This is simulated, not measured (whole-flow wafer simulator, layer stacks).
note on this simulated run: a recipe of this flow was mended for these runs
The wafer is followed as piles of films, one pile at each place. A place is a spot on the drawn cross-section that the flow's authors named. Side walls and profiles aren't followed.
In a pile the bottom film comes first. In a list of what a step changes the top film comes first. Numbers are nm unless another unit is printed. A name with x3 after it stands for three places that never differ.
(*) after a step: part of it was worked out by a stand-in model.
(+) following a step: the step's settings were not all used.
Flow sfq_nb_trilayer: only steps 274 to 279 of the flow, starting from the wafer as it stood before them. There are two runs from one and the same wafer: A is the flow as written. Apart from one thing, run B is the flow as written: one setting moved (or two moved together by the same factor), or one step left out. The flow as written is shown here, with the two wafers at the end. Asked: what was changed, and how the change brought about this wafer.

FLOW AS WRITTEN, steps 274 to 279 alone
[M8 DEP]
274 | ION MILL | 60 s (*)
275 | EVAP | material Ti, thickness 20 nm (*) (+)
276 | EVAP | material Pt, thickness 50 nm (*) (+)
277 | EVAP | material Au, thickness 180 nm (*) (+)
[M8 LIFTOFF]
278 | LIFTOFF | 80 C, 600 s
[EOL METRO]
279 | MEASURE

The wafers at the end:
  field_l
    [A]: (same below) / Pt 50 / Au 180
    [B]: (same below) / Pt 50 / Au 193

Cause: step 277, EVAP: thickness 193 nm was run, while the flow as written has thickness 180 nm.
One can read it off the wafer: field_l has Au 193, and step 277 as written asks for 180 nm.

The path from the change to this, step by step:
  277 | EVAP | material Au, thickness 180 nm (*) (+)
      field_l, v_sur x3, via_wl x2 and 100 more: A +180 Au (new film) | B +193 Au (new film)
  278 | LIFTOFF | 80 C, 600 s
      p4_fl x5, p4_w1 x9, p3_s0 x11 and 49 more: A -180 Au (all of it), -50 Pt (all of it), -20 Ti (all of it), -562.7 KrF-resist-other-grade (all of it), -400 lift-off-underlayer (all of it) | B -193 Au (all of it), -50 Pt (all of it), -20 Ti (all of it), -562.7 KrF-resist-other-grade (all of it), -400 lift-off-underlayer (all of it)
      r_sur, res, r_end: A -180 Au (all of it), -50 Pt (all of it), -20 Ti (all of it), -559.9 KrF-resist-other-grade (all of it), -399.5 lift-off-underlayer (all of it) | B -193 Au (all of it), -50 Pt (all of it), -20 Ti (all of it), -559.9 KrF-resist-other-grade (all of it), -399.5 lift-off-underlayer (all of it)
      (and at 18 other places as well)
